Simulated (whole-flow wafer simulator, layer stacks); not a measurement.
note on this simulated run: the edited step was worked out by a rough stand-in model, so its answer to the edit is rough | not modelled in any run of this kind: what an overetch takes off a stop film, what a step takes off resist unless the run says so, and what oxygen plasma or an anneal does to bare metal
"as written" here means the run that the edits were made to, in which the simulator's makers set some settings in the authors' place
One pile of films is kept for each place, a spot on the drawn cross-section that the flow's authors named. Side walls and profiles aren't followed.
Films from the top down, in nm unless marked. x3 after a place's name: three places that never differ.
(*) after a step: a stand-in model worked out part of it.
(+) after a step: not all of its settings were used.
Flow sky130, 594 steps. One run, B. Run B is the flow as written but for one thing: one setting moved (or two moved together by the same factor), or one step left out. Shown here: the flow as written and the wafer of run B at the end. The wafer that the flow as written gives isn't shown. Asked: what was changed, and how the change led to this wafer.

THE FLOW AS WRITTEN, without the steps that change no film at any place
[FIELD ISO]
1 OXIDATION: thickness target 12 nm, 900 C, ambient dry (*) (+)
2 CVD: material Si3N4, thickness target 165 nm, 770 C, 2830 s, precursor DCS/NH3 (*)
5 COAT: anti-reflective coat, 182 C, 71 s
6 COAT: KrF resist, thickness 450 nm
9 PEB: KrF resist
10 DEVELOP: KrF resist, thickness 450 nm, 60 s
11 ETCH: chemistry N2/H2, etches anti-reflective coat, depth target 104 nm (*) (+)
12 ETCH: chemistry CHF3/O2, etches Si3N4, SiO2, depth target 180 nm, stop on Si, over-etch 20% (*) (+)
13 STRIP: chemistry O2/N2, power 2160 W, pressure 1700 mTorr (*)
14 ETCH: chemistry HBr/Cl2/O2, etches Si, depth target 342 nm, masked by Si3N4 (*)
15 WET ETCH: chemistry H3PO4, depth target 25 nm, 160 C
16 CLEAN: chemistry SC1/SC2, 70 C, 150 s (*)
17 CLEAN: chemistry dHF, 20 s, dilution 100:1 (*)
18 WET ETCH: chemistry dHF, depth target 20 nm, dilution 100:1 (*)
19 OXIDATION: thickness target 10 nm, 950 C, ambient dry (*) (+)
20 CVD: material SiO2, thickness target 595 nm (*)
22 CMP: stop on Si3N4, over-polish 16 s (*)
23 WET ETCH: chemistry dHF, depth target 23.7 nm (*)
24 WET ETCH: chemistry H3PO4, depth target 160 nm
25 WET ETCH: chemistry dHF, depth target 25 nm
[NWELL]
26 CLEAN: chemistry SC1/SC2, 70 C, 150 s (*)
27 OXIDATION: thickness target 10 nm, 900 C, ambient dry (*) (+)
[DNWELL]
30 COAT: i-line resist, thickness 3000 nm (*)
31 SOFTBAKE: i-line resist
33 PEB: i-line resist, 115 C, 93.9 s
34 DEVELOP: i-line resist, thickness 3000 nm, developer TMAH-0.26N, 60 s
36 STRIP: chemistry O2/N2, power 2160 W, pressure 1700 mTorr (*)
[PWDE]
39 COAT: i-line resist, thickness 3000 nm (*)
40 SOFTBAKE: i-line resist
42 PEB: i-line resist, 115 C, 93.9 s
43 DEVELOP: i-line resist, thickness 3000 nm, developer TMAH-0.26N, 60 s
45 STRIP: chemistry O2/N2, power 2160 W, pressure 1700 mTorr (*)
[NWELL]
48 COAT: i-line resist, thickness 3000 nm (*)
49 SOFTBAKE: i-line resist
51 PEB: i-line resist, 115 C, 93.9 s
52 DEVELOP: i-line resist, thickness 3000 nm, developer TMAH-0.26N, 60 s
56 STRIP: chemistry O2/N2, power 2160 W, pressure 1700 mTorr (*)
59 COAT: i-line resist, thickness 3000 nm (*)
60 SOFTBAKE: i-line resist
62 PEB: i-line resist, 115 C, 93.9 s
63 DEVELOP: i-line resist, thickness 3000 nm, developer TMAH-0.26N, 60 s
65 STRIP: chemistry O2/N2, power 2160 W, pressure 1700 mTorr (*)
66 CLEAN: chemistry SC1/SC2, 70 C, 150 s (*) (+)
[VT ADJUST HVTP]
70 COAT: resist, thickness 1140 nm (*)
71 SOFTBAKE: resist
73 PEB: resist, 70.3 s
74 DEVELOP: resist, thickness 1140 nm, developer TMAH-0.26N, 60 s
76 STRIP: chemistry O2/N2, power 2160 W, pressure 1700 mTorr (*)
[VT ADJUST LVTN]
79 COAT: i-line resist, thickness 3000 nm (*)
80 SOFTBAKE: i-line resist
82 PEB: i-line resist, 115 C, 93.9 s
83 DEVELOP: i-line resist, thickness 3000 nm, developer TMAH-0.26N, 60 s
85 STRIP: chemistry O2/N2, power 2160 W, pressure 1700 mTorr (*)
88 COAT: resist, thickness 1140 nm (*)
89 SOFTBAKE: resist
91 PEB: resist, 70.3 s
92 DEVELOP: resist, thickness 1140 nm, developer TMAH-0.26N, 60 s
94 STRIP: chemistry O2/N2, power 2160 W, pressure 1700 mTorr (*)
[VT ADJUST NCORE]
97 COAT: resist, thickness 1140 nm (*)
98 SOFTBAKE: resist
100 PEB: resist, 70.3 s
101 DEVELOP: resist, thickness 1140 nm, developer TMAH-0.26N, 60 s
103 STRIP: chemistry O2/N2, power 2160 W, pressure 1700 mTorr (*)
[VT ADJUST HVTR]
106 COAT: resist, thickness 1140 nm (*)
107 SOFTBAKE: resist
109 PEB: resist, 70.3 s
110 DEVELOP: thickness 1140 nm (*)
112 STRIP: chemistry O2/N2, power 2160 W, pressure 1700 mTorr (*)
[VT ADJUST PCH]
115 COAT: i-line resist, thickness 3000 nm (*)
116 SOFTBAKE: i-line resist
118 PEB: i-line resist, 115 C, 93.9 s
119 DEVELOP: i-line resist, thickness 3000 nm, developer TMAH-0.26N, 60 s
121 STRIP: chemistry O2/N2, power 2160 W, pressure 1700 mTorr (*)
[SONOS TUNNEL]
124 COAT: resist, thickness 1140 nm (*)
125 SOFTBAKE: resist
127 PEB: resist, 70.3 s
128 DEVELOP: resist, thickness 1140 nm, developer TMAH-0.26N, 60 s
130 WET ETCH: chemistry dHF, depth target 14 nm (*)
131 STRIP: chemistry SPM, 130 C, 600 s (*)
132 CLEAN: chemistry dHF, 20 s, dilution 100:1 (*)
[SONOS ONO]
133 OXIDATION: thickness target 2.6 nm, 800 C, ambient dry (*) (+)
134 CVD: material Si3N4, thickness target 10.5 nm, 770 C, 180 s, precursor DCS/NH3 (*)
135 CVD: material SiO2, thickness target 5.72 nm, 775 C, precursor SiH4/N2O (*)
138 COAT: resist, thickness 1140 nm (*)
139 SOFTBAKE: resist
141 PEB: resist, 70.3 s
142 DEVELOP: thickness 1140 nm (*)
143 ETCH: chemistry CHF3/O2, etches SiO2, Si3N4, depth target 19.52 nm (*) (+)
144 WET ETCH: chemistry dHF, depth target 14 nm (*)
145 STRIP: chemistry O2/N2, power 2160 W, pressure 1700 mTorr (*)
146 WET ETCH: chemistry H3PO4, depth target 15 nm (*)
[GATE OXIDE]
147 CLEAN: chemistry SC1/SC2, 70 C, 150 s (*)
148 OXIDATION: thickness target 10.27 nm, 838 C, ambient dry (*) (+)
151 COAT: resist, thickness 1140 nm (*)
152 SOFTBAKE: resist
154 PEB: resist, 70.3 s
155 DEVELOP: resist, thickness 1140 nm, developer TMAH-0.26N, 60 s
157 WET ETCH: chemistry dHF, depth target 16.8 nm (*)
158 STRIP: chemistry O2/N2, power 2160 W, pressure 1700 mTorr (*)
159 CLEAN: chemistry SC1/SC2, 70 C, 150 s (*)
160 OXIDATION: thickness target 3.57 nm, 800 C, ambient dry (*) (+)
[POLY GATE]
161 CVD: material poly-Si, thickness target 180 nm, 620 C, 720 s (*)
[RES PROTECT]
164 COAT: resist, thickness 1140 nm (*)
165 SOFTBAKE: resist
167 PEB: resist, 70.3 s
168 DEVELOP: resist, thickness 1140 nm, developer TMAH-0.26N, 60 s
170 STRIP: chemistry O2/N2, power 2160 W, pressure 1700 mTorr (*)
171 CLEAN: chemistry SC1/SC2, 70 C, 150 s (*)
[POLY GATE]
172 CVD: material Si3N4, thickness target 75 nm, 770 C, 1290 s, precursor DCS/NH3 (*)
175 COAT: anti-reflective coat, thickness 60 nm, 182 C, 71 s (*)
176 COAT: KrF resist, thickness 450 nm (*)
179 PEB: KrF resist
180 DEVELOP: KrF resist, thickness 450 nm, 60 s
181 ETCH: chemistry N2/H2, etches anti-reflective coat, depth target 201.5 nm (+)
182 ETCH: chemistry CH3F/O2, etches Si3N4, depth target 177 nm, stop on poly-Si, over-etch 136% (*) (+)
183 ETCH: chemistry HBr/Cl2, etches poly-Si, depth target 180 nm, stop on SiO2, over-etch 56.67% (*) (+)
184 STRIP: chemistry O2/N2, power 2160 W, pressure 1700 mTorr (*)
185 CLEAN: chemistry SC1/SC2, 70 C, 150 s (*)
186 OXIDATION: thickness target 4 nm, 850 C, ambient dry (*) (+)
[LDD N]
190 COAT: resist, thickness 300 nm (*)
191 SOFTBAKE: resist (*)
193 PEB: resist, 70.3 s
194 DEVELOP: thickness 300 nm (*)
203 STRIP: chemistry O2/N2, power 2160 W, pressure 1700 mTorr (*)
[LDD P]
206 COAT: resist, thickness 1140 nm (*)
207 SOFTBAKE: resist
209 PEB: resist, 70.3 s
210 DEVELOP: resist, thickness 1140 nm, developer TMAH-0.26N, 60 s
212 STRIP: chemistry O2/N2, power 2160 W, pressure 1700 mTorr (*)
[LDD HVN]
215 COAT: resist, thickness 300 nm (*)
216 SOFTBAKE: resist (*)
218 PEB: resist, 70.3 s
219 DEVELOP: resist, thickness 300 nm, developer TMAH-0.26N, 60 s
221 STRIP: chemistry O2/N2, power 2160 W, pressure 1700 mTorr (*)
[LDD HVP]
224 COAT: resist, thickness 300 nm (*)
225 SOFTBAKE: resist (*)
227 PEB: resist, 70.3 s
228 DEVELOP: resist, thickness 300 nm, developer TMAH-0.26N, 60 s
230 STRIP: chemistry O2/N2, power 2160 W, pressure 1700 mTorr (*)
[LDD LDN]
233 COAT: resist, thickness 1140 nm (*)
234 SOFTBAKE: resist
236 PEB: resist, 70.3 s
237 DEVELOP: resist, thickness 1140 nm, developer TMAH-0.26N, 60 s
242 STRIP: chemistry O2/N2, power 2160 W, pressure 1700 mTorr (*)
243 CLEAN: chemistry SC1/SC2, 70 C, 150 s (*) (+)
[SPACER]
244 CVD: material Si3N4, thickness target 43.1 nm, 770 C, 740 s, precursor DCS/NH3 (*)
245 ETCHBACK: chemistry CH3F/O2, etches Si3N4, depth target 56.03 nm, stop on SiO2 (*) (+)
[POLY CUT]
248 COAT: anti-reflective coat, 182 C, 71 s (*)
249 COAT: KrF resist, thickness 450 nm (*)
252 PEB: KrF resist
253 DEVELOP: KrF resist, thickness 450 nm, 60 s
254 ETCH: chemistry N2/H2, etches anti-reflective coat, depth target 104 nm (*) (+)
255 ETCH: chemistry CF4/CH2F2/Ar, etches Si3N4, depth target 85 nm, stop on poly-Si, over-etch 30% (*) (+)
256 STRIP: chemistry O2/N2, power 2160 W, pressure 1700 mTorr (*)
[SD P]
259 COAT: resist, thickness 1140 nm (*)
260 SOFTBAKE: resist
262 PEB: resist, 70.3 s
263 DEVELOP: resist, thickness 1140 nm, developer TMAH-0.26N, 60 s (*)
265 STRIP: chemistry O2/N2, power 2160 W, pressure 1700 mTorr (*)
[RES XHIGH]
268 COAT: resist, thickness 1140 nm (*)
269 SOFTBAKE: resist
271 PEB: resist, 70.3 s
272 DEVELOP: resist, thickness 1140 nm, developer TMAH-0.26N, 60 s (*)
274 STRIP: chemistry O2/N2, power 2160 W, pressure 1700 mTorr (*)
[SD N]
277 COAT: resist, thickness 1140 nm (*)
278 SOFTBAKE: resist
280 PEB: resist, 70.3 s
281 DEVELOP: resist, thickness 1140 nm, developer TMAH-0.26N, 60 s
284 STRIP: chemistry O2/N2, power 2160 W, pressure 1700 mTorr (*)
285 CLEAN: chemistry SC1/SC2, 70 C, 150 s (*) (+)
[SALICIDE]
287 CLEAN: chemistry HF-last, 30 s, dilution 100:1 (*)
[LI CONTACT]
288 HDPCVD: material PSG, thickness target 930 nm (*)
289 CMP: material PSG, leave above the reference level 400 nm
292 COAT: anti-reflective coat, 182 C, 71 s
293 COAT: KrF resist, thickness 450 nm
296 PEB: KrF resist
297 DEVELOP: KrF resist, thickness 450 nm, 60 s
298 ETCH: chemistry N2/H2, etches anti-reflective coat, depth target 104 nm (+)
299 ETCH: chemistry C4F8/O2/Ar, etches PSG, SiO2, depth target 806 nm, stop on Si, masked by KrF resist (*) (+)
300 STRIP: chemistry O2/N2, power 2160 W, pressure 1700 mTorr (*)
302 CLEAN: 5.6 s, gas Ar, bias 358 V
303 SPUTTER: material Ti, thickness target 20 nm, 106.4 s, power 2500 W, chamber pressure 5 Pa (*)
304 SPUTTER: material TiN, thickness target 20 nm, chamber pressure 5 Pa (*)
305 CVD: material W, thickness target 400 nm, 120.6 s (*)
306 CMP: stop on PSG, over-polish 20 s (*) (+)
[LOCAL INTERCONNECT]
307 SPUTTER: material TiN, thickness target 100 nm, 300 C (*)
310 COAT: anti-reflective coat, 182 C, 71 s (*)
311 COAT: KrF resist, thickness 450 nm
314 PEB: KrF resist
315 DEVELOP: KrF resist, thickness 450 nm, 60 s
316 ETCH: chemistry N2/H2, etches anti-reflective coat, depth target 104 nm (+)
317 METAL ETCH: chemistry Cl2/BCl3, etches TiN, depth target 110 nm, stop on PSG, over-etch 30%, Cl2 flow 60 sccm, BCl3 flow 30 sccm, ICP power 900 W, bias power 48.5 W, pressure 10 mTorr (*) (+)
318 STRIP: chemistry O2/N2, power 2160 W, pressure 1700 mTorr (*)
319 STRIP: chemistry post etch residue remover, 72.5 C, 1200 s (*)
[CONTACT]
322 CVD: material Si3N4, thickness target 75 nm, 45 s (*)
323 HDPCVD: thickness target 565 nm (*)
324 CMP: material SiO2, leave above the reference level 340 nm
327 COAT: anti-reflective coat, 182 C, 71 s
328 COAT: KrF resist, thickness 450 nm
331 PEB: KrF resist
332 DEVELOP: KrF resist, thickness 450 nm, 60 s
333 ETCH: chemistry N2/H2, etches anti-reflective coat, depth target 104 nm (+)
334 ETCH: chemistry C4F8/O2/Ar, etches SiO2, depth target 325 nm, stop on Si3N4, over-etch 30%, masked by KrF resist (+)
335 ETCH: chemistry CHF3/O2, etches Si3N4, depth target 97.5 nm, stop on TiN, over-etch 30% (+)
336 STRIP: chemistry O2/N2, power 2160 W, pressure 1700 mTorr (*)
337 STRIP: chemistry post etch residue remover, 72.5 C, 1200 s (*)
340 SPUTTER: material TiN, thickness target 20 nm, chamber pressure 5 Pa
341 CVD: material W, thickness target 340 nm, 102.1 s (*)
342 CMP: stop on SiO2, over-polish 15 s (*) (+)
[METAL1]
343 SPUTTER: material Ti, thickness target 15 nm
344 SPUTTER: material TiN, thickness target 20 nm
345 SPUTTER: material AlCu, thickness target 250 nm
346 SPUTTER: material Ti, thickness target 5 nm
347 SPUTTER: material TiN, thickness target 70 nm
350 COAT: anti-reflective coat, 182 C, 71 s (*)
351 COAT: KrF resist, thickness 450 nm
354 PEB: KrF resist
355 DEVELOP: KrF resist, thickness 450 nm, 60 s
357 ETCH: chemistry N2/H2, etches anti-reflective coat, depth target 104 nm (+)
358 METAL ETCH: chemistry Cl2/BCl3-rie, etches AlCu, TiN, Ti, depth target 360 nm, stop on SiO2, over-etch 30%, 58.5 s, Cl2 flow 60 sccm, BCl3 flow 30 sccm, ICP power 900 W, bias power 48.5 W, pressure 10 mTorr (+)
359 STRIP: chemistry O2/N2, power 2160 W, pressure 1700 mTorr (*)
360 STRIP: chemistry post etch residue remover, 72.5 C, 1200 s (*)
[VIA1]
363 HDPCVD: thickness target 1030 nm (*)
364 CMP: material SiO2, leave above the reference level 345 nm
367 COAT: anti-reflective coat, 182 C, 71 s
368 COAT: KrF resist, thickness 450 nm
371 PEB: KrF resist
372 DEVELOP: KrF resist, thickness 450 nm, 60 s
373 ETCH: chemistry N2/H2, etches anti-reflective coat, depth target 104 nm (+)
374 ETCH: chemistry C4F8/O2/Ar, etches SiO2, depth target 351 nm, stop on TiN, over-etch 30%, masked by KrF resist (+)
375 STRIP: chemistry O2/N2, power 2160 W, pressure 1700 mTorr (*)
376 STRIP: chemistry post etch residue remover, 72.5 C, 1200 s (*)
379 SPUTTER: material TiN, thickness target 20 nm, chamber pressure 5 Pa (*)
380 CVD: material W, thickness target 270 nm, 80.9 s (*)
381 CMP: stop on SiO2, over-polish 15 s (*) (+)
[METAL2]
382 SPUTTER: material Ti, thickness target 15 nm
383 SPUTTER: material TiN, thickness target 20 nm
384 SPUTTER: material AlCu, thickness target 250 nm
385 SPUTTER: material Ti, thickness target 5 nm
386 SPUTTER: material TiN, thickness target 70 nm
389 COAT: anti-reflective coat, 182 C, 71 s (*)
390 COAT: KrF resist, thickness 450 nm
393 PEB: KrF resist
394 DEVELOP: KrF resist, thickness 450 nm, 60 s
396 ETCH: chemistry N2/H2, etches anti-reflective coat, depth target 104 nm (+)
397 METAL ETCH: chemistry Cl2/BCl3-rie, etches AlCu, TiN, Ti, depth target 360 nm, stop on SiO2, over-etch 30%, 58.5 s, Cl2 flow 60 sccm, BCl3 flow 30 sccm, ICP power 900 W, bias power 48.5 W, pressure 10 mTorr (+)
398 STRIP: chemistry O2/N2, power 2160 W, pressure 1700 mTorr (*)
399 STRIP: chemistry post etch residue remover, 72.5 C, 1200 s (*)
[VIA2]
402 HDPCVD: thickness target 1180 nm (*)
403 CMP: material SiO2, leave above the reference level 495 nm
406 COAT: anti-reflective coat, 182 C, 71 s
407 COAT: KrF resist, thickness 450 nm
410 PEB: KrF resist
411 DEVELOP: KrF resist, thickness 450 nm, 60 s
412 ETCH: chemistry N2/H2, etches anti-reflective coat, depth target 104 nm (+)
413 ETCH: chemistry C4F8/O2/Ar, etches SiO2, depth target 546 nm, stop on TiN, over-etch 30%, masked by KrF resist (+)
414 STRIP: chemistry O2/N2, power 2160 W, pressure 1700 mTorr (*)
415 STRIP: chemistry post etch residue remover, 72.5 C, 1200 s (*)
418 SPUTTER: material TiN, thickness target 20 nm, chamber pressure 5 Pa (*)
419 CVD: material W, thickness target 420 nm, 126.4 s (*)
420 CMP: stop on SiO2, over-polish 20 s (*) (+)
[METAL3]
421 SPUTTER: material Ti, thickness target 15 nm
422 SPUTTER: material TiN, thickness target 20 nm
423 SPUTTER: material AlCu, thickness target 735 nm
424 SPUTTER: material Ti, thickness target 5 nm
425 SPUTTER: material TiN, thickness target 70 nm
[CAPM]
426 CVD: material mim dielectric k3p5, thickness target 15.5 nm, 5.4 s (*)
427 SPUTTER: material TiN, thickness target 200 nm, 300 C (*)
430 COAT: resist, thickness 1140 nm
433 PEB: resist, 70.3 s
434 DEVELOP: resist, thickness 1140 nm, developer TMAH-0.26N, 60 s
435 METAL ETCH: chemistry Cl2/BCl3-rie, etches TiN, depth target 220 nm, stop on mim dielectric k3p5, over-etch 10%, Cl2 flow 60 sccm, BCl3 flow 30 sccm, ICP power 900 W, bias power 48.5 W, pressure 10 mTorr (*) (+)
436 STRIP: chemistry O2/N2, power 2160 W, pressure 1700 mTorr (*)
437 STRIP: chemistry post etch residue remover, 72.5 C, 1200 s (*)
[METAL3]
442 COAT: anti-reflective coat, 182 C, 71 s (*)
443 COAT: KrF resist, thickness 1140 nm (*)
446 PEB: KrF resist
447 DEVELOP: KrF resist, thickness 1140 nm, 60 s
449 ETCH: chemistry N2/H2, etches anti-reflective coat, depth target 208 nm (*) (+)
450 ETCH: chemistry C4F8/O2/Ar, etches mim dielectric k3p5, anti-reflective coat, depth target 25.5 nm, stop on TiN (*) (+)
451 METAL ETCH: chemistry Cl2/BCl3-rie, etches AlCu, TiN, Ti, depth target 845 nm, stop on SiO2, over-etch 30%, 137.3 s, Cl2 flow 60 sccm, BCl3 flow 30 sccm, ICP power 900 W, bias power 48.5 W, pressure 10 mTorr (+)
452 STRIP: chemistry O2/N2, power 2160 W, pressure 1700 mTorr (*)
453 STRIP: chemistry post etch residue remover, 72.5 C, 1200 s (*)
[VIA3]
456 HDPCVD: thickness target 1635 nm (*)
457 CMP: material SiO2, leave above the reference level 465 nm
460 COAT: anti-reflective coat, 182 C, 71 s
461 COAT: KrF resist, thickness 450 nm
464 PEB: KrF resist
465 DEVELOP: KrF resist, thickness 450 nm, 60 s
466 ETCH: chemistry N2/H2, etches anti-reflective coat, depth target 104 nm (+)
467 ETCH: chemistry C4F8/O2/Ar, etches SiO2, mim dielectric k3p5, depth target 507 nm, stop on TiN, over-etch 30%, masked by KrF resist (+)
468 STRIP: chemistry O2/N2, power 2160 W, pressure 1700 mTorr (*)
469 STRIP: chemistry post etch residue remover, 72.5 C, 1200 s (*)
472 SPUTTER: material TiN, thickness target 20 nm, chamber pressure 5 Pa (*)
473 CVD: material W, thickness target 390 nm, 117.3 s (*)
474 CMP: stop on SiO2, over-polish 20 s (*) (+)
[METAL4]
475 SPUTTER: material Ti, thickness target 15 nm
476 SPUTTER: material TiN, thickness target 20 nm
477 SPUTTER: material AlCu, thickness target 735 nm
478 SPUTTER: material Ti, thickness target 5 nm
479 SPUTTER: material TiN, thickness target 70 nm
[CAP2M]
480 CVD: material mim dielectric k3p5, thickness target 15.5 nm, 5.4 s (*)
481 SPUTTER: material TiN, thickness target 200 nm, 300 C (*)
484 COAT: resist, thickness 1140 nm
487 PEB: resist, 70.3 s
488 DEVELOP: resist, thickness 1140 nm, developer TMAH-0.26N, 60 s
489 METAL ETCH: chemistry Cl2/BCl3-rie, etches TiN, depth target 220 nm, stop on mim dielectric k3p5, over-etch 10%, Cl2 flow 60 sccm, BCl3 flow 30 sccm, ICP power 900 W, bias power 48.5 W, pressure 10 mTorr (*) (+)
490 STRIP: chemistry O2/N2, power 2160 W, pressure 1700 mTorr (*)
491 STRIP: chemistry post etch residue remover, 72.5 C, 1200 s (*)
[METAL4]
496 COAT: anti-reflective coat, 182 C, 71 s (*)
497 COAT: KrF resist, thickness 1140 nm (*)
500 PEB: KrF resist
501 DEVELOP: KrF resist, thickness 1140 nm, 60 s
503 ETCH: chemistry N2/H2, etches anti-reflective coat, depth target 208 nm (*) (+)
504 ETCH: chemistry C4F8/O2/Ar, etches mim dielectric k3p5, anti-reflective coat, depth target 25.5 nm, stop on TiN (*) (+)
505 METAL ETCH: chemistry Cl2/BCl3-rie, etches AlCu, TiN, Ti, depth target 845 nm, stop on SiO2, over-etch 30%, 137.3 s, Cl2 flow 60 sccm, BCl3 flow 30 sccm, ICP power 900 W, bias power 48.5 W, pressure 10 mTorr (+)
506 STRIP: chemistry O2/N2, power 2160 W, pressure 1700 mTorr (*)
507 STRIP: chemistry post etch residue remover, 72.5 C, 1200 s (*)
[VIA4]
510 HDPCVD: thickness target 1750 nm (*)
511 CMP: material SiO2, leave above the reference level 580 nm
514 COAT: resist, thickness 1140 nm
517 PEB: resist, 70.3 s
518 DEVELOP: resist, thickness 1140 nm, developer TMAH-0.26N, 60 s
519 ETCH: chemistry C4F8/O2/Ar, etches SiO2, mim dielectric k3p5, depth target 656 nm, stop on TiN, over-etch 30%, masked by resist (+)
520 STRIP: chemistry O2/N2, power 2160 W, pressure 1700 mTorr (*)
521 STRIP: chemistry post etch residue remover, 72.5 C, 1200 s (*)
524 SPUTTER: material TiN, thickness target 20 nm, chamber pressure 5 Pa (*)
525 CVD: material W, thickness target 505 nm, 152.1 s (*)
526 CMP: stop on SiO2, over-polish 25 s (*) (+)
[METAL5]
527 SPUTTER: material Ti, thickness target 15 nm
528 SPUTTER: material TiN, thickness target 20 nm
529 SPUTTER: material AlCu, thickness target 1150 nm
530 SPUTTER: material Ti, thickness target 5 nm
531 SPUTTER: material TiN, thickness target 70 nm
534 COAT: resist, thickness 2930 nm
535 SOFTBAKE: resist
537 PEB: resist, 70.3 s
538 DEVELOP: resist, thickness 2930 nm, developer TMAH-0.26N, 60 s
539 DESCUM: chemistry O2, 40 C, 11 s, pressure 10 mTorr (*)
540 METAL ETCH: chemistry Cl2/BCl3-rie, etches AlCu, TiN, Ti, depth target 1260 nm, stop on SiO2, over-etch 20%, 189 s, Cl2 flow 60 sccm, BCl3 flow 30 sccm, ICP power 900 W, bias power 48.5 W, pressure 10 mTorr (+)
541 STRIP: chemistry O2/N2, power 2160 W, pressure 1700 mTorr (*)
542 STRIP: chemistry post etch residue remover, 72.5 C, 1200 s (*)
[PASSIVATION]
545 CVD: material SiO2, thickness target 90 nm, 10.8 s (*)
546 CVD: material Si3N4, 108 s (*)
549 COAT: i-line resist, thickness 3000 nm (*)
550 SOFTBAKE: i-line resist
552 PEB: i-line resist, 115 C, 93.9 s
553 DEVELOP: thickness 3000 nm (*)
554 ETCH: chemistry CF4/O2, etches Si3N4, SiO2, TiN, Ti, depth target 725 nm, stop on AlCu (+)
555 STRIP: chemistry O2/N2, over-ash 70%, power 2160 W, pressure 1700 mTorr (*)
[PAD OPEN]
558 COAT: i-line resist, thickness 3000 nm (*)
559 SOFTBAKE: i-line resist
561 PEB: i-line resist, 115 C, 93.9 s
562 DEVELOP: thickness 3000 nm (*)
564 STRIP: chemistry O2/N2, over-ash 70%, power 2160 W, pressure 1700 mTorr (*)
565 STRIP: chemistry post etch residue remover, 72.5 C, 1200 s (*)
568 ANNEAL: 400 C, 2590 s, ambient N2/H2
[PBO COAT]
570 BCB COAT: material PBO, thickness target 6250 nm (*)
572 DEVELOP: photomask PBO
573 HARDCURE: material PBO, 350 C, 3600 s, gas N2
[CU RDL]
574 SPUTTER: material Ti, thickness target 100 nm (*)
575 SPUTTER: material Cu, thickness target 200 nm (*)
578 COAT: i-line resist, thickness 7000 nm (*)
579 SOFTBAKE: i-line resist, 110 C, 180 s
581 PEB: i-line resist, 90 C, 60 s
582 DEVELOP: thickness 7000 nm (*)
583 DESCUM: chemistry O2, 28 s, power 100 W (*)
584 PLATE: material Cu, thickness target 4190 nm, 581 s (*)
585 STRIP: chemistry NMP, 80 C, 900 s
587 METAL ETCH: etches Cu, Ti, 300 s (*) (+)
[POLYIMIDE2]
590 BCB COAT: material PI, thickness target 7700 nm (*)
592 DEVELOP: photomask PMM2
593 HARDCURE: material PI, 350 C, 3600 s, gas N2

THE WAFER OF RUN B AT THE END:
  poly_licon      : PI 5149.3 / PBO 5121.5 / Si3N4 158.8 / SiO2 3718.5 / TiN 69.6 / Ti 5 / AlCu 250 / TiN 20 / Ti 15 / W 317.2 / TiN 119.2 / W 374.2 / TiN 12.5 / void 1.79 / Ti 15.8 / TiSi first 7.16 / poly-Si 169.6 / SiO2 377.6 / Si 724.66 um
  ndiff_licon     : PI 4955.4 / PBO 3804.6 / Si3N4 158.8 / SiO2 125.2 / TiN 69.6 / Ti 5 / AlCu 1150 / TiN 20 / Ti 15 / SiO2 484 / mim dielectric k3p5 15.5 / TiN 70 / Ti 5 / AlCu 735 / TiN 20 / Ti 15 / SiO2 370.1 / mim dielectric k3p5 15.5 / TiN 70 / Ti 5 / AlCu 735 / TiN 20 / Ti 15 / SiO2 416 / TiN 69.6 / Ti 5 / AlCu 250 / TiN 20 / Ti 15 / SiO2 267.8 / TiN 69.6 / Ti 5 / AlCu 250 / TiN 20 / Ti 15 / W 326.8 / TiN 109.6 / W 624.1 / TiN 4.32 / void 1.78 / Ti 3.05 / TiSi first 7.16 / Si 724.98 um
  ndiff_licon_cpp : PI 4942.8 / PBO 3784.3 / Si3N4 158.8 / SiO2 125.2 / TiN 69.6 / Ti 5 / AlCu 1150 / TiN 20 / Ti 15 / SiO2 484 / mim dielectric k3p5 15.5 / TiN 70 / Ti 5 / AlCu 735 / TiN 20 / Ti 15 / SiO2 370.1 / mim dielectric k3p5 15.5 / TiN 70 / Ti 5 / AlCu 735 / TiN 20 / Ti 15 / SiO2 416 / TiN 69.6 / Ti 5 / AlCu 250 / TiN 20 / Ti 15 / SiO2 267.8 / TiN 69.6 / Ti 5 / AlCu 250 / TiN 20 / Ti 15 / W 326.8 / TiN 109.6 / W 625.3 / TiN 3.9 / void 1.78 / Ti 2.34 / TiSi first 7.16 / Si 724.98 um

The cause: step 304, SPUTTER: thickness target 12.5 nm was run, where the flow has thickness target 20 nm.
It can be read off the wafer: poly_licon has TiN 12.5, and step 304 as written asks for 20 nm.

How the change led to this, step by step:
  304 SPUTTER: material TiN, thickness target 20 nm, chamber pressure 5 Pa (*)
      field, active, n_well and 185 more: TiN +12.5 (new film) (as written it would be: TiN +20 (new film))
      ndiff_licon: TiN +4.32 (new film) (as written it would be: TiN +6.83 (new film))
      (and at 2 more places)
  306 CMP: stop on PSG, over-polish 20 s (*) (+)
      field, active, n_well and 184 more: W -400 (all of it), TiN -12.5 (all of it), Ti -20 (all of it), PSG -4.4 (as written it would be: W -400 (all of it), TiN -20 (all of it), Ti -20 (all of it), PSG -4.4)
      poly_licon: W -25.8 (as written it would be: W -33.3)
